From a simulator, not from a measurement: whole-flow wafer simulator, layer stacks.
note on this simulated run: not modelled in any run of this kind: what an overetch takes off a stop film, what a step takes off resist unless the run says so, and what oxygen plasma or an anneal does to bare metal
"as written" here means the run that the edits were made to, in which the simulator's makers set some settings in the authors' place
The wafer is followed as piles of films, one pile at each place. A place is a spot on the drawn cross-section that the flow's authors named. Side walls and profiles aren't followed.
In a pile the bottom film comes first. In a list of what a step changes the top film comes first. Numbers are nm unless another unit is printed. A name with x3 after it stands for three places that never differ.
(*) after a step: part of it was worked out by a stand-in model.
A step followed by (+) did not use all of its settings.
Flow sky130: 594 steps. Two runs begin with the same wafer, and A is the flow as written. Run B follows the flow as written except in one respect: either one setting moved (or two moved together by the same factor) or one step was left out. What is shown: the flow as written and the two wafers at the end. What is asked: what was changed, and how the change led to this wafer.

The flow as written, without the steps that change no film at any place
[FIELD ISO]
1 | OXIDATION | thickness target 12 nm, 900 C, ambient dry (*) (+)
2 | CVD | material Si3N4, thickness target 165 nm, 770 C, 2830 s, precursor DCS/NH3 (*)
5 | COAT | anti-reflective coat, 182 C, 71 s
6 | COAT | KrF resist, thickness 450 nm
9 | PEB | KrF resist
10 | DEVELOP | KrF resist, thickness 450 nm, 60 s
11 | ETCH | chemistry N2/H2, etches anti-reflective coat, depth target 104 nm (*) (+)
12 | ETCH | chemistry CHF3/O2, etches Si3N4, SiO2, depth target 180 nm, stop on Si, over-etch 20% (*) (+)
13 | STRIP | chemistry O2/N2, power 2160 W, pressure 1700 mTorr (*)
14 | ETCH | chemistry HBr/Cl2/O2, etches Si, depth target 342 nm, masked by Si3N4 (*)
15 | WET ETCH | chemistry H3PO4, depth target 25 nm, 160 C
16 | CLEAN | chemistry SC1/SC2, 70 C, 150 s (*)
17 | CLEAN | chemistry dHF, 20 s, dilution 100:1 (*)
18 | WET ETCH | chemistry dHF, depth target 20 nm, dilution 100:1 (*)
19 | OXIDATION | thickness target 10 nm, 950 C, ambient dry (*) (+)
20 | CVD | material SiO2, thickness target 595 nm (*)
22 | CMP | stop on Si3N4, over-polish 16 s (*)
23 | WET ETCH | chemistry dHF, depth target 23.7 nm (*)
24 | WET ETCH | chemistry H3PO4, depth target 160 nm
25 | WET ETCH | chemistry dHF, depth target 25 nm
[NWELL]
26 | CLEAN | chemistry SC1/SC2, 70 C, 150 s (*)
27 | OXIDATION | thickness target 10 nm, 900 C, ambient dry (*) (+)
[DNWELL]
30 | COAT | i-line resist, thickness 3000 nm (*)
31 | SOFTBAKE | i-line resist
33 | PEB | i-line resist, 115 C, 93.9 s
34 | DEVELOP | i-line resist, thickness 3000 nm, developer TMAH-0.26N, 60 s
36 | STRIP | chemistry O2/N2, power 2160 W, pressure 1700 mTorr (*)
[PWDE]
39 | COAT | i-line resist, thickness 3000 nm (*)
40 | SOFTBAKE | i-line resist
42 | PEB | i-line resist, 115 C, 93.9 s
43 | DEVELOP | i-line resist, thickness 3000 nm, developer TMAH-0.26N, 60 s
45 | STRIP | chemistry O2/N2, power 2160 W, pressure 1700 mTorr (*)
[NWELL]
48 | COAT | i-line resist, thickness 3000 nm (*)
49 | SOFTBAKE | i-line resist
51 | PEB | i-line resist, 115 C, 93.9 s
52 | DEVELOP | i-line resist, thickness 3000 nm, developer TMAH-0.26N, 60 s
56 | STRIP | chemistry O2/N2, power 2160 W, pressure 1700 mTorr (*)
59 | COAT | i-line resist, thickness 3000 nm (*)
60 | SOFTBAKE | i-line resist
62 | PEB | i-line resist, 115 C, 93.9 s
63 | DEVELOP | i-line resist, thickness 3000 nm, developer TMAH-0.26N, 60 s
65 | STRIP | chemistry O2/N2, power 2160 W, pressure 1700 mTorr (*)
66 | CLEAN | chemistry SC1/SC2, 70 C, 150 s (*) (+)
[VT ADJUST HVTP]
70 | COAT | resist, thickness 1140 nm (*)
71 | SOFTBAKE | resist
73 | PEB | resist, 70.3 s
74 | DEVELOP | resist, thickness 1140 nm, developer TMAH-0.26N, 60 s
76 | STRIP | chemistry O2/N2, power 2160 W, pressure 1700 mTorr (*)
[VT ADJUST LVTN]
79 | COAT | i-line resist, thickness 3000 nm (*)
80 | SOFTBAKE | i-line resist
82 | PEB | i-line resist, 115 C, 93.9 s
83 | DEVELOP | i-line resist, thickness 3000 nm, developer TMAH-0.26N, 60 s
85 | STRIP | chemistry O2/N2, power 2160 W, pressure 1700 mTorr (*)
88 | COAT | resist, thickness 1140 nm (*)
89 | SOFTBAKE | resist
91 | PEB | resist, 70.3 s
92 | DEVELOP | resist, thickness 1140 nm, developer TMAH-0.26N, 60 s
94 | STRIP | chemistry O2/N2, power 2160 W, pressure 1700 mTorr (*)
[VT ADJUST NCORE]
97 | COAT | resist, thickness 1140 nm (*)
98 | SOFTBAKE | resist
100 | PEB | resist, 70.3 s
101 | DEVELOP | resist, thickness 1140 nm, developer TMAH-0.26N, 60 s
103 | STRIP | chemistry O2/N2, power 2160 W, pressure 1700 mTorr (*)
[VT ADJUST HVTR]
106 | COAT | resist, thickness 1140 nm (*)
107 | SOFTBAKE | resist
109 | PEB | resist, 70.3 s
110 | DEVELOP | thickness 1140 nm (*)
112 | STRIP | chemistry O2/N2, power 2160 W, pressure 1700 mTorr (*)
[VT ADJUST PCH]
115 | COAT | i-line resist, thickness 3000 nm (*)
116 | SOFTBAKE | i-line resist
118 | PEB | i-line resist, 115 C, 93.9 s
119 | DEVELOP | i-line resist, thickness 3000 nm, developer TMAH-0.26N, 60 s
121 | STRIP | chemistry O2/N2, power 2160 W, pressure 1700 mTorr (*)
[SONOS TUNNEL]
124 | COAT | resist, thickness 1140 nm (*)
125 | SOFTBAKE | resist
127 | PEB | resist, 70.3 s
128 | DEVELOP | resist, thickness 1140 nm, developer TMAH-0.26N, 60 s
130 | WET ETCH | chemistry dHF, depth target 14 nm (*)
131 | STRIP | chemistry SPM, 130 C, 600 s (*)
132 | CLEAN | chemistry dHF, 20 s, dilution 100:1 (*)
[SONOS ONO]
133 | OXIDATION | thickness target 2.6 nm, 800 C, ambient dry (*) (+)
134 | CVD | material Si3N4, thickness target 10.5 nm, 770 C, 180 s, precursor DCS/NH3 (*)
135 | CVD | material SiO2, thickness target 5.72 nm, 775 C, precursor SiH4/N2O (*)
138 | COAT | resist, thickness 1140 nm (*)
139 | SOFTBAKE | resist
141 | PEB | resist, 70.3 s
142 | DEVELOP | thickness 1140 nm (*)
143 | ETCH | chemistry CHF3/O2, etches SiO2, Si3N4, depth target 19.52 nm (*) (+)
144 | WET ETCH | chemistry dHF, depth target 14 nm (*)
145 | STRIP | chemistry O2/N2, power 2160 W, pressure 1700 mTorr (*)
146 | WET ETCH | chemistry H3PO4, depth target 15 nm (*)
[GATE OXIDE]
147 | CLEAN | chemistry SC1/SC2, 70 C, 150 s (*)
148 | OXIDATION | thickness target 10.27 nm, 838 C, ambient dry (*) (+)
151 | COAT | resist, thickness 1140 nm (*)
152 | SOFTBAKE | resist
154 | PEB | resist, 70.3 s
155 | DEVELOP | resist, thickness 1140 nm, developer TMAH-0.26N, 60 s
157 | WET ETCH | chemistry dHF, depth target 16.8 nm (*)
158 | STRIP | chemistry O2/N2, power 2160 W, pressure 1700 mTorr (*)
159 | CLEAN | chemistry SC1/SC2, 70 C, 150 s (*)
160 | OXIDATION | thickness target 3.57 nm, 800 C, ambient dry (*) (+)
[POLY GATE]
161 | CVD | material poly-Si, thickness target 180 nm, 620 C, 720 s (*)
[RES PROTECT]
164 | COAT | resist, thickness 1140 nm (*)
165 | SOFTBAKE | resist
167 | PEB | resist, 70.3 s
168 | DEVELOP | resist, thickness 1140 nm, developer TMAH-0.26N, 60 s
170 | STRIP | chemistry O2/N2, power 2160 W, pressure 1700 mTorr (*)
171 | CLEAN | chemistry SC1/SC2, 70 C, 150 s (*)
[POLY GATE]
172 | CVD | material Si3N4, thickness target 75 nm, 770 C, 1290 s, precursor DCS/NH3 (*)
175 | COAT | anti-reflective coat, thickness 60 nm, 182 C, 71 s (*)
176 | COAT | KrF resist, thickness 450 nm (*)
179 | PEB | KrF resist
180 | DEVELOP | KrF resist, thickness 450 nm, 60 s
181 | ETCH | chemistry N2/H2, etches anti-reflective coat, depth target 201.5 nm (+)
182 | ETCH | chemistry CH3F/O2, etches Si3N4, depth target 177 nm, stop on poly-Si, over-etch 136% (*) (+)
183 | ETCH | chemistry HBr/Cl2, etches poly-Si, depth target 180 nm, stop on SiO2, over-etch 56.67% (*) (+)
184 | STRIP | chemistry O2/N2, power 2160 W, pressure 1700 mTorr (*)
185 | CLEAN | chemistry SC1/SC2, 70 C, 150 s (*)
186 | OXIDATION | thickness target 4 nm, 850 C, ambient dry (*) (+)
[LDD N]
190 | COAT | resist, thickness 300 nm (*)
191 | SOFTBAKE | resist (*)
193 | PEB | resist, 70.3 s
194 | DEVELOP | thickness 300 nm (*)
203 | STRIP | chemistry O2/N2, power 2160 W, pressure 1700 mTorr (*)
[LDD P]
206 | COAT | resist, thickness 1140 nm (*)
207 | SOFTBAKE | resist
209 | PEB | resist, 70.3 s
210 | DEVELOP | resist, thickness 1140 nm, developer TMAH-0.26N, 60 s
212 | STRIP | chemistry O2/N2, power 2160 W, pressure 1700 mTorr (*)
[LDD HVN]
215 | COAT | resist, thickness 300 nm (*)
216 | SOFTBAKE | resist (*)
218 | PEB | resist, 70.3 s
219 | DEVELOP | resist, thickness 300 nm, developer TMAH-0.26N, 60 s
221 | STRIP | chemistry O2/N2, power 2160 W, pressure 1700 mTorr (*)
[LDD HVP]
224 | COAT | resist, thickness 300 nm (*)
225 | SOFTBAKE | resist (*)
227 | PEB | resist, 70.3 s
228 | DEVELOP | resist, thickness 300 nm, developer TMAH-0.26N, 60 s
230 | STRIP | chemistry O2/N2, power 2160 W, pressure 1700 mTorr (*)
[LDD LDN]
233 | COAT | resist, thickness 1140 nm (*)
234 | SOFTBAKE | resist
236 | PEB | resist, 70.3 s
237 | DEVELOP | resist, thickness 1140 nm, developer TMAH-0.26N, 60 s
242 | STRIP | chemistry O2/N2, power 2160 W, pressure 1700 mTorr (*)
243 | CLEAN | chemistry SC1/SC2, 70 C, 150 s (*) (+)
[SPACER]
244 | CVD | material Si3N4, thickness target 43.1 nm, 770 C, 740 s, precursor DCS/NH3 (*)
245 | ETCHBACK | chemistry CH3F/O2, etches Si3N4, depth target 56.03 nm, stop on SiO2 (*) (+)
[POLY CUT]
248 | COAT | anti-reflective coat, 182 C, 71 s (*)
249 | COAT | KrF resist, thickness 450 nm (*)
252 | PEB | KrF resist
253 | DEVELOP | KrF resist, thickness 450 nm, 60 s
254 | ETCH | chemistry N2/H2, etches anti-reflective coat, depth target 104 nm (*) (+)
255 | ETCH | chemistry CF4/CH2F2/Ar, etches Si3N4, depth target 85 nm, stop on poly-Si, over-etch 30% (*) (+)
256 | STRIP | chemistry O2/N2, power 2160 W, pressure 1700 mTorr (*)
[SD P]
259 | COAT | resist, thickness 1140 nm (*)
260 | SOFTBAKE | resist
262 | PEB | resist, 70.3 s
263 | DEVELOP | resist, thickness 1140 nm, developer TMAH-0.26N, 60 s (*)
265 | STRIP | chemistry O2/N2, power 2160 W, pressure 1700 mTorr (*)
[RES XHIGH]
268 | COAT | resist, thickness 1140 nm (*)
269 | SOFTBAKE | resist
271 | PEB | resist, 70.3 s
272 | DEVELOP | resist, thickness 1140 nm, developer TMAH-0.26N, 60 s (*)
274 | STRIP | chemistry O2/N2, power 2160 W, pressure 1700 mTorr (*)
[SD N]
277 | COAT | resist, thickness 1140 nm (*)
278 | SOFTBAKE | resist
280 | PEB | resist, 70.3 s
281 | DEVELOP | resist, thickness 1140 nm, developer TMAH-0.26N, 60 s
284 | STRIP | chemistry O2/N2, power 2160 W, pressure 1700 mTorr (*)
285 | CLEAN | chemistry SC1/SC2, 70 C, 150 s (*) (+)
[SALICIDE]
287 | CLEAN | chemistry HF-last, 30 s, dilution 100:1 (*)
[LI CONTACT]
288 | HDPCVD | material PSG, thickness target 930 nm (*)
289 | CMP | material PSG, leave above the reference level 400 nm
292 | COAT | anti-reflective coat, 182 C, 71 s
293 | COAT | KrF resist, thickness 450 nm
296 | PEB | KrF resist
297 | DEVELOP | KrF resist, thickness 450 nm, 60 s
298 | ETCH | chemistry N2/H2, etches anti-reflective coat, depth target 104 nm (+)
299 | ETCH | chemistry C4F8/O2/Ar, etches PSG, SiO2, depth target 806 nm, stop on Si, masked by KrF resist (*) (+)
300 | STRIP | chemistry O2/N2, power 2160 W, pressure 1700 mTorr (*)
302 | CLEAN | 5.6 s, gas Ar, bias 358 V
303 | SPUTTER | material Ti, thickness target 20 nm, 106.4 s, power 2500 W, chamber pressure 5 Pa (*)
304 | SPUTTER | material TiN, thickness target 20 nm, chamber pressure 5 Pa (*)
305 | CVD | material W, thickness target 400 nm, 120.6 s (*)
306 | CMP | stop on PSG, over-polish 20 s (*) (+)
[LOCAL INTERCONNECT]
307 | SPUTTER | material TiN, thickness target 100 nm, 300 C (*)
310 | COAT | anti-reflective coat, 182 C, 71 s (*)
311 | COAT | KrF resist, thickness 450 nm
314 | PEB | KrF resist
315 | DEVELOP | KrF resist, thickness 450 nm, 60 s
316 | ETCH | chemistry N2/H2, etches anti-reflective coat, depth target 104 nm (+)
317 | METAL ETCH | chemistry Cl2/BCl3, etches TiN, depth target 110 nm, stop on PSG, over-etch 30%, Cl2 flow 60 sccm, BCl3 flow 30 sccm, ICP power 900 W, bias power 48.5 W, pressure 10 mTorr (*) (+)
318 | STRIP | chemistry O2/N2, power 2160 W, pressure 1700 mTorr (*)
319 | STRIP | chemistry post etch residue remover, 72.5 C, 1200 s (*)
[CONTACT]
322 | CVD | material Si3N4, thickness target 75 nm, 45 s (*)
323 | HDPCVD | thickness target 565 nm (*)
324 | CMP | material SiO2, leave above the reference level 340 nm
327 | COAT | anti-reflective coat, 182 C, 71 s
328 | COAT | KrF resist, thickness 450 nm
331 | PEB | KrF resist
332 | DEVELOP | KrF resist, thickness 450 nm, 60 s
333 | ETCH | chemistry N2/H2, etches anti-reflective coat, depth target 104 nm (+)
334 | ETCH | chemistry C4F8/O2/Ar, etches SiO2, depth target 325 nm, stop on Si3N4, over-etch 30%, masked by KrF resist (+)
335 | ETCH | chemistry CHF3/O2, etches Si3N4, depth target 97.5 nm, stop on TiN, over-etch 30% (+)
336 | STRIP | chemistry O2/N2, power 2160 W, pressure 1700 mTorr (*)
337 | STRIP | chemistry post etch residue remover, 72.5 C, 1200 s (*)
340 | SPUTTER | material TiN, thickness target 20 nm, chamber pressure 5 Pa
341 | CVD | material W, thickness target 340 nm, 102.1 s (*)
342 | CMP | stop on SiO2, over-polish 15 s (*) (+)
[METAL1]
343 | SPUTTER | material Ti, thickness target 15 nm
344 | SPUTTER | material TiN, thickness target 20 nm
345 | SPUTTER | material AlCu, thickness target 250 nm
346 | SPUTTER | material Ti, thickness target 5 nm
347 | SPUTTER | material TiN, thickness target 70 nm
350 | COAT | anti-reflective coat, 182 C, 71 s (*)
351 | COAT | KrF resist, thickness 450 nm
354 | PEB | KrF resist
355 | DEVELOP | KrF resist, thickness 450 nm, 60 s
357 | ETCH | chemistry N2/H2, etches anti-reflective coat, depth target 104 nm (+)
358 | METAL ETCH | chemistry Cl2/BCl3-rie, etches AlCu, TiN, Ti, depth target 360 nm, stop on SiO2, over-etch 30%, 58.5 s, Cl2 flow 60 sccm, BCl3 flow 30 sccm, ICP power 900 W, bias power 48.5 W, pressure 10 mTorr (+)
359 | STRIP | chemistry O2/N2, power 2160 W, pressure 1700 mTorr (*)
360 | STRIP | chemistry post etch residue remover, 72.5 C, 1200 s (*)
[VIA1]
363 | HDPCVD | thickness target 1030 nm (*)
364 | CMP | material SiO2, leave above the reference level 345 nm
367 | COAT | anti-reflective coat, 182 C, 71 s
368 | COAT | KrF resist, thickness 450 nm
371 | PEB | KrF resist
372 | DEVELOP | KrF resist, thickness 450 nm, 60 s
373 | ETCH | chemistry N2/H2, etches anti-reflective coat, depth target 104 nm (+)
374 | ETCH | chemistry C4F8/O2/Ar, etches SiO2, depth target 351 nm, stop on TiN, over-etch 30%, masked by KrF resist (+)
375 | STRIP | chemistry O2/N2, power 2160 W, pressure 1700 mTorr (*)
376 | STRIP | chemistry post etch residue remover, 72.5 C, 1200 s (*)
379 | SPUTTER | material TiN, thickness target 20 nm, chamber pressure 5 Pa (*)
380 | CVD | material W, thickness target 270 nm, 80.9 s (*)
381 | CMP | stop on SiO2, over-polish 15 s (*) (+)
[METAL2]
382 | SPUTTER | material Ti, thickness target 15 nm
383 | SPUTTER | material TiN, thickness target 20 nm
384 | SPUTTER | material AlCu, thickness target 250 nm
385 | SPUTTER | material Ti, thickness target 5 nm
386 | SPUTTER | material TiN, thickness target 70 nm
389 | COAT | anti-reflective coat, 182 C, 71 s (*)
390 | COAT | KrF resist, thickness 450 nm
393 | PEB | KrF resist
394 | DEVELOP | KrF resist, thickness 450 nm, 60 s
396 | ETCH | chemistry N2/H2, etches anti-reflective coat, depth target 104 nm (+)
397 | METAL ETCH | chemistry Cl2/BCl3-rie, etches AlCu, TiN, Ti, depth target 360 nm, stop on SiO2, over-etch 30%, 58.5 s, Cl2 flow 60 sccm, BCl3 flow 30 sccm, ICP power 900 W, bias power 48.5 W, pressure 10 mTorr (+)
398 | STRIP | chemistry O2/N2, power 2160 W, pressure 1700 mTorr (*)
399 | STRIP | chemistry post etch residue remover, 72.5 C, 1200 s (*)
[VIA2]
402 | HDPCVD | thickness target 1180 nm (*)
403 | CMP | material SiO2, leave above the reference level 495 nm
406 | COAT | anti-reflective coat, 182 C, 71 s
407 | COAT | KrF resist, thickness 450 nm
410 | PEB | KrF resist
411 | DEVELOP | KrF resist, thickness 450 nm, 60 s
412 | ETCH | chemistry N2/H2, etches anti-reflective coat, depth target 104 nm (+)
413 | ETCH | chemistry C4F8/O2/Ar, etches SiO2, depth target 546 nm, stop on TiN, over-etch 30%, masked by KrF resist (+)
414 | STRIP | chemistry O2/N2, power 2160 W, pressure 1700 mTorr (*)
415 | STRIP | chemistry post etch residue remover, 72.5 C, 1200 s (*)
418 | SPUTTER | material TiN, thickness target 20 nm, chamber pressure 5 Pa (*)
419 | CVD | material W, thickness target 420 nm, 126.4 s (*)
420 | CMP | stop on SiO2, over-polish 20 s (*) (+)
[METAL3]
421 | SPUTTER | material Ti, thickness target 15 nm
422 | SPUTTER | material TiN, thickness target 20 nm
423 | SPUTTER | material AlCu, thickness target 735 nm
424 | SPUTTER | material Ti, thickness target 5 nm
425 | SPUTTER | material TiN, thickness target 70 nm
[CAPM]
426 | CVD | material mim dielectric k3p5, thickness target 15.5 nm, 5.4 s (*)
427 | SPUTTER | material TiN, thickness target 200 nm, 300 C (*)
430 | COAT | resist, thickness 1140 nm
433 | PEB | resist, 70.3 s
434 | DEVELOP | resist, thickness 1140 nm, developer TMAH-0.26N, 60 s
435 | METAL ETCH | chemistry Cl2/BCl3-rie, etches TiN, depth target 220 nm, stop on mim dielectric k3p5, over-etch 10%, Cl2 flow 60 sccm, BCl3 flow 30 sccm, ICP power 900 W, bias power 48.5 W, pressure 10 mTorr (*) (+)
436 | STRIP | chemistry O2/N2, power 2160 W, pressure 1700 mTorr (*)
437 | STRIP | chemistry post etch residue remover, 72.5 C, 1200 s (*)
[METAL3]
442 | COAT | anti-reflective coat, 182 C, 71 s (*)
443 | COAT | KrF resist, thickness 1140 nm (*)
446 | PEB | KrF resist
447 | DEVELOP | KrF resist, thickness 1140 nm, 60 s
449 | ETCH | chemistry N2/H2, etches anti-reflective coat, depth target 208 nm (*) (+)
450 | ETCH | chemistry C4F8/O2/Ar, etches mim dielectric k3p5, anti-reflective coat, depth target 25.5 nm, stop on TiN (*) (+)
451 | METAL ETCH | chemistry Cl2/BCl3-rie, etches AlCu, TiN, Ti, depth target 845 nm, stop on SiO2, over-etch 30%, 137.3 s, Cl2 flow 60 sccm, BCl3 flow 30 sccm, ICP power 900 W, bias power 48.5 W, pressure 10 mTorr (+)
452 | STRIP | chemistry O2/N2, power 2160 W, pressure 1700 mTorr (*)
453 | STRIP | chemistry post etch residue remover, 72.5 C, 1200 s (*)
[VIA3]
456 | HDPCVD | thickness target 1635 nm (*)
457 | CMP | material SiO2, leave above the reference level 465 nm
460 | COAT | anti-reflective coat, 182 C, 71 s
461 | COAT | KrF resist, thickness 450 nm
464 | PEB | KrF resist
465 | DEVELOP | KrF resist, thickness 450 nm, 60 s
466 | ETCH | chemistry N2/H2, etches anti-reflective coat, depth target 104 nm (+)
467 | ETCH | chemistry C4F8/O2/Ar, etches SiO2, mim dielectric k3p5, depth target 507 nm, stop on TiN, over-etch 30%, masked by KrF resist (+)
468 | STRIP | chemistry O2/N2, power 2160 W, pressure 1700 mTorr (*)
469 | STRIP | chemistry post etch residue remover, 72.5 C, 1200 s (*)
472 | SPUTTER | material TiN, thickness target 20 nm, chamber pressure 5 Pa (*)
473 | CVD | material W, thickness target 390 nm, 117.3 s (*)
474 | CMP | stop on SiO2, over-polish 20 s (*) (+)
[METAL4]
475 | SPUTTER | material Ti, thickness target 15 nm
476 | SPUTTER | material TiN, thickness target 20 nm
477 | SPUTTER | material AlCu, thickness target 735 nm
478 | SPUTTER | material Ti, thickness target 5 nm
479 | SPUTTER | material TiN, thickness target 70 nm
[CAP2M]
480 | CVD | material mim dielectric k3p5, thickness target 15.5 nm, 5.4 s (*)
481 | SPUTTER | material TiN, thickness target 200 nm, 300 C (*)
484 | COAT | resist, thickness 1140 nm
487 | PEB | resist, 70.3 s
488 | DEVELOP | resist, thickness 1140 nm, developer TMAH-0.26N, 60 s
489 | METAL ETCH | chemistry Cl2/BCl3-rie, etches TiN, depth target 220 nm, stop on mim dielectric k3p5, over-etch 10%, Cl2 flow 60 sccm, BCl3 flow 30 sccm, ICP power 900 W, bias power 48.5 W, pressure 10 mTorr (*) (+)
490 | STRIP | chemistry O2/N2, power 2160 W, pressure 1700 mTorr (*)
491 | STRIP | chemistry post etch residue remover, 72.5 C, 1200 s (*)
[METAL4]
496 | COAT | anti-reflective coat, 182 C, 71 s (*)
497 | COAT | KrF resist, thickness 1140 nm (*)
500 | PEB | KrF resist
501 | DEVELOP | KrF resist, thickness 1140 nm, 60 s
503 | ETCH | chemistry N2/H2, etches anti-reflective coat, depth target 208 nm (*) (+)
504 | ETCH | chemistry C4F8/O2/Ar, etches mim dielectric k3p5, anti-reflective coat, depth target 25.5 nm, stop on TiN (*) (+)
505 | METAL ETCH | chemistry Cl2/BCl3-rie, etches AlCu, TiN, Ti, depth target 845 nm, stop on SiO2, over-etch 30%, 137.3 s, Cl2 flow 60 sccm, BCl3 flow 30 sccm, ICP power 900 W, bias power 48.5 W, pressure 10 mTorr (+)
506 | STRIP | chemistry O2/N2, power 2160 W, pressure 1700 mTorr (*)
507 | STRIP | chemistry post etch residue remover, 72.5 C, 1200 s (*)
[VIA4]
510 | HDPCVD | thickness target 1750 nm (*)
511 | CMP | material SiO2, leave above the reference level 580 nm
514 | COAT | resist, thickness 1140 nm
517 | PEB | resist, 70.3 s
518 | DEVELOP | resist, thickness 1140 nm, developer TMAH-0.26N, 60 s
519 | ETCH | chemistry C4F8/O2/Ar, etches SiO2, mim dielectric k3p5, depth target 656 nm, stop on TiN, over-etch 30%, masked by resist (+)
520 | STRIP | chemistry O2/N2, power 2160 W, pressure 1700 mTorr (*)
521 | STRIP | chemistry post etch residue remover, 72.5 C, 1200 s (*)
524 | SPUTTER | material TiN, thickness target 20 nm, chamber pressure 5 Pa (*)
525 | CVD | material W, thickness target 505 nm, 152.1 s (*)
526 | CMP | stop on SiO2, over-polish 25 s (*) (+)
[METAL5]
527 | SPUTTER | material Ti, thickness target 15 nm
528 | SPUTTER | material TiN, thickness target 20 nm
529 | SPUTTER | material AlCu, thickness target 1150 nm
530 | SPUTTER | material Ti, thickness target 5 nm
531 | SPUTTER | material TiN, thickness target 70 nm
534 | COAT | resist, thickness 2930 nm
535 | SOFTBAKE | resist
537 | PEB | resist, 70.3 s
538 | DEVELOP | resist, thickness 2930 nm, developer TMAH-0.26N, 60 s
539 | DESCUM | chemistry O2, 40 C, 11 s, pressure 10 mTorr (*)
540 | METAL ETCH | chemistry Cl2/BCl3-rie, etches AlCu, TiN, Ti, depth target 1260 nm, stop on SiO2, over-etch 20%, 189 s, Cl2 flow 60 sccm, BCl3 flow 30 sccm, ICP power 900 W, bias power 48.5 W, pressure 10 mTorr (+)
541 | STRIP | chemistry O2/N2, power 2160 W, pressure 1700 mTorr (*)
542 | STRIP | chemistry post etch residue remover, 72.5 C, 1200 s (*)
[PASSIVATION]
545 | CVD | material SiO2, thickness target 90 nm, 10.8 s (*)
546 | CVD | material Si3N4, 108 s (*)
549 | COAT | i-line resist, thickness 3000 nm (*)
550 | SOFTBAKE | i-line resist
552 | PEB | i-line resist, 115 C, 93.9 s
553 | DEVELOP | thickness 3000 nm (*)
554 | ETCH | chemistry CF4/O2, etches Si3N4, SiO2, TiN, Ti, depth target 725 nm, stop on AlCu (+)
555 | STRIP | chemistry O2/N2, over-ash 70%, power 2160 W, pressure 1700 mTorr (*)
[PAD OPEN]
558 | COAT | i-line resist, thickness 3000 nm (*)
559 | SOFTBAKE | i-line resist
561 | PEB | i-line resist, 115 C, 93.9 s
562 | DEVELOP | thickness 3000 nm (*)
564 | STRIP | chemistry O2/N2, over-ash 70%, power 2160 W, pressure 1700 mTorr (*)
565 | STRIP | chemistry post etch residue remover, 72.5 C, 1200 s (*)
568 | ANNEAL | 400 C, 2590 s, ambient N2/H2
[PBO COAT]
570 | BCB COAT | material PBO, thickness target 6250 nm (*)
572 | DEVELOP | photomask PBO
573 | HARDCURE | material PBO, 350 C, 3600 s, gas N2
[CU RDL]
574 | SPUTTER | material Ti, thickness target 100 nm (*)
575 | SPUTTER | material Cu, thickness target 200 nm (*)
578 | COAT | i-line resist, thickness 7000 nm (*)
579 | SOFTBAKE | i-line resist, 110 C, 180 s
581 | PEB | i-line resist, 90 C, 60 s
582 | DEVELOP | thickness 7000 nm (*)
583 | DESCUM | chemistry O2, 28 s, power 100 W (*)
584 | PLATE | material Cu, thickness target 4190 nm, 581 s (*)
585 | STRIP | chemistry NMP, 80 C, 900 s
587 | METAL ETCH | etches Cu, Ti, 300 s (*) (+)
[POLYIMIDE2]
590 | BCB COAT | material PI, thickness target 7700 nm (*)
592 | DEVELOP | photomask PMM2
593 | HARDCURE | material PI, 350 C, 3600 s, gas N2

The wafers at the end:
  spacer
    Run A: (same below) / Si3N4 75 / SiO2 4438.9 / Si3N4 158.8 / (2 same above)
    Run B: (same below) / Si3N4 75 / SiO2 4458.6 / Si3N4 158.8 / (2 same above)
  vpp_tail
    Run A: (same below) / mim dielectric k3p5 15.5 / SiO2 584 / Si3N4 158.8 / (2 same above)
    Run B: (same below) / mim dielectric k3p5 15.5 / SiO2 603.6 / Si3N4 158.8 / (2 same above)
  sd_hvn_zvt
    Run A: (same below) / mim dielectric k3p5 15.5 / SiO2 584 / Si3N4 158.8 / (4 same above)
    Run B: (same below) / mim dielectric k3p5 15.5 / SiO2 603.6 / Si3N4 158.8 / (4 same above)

What caused this: step 540, METAL ETCH: depth target 1096 nm was run, though the flow has depth target 1260 nm; step 540, METAL ETCH: 164 s was run, where the flow has 189 s.

How this came from the change, step by step:
  540 | METAL ETCH | chemistry Cl2/BCl3-rie, etches AlCu, TiN, Ti, depth target 1260 nm, stop on SiO2, over-etch 20%, 189 s, Cl2 flow 60 sccm, BCl3 flow 30 sccm, ICP power 900 W, bias power 48.5 W, pressure 10 mTorr (+)
      field, active, gate and 175 more: A TiN loses 70 (all of it), Ti loses 5 (all of it), AlCu loses 1150 (all of it), TiN loses 20 (all of it), Ti loses 15 (all of it), SiO2 loses 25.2 | B TiN loses 70 (all of it), Ti loses 5 (all of it), AlCu loses 1150 (all of it), TiN loses 20 (all of it), Ti loses 15 (all of it), SiO2 loses 5.54
      n_well, p_well, sd_n and 12 more: A resist loses 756 | B resist loses 657.7
  541 | STRIP | chemistry O2/N2, power 2160 W, pressure 1700 mTorr (*)
      n_well, p_well, sd_n and 9 more: A resist loses 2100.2 (all of it) | B resist loses 2198.5 (all of it)
      m1, via4_hole: A resist loses 2102.3 (all of it) | B resist loses 2200.6 (all of it)
      (also at 1 further place)
  550 | SOFTBAKE | i-line resist
      gate: A i-line resist loses 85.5 | B i-line resist loses 83.3
      spacer: A i-line resist loses 97.5 | B i-line resist loses 95
      (also at 34 further places)
  559 | SOFTBAKE | i-line resist
      gate: A i-line resist loses 85.5 | B i-line resist loses 83.3
      m1: A i-line resist loses 101.5 | B i-line resist loses 98.9
      (also at 34 further places)
  578 | COAT | i-line resist, thickness 7000 nm (*)
      pad: A i-line resist gains 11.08 um (new film) | B i-line resist gains 11.1 um (new film)
  579 | SOFTBAKE | i-line resist, 110 C, 180 s
      m5_stack_ln: A i-line resist loses 30 | B i-line resist loses 29.4
  582 | DEVELOP | thickness 7000 nm (*)
      pad: A i-line resist loses 11.08 um (all of it) | B i-line resist loses 11.1 um (all of it)
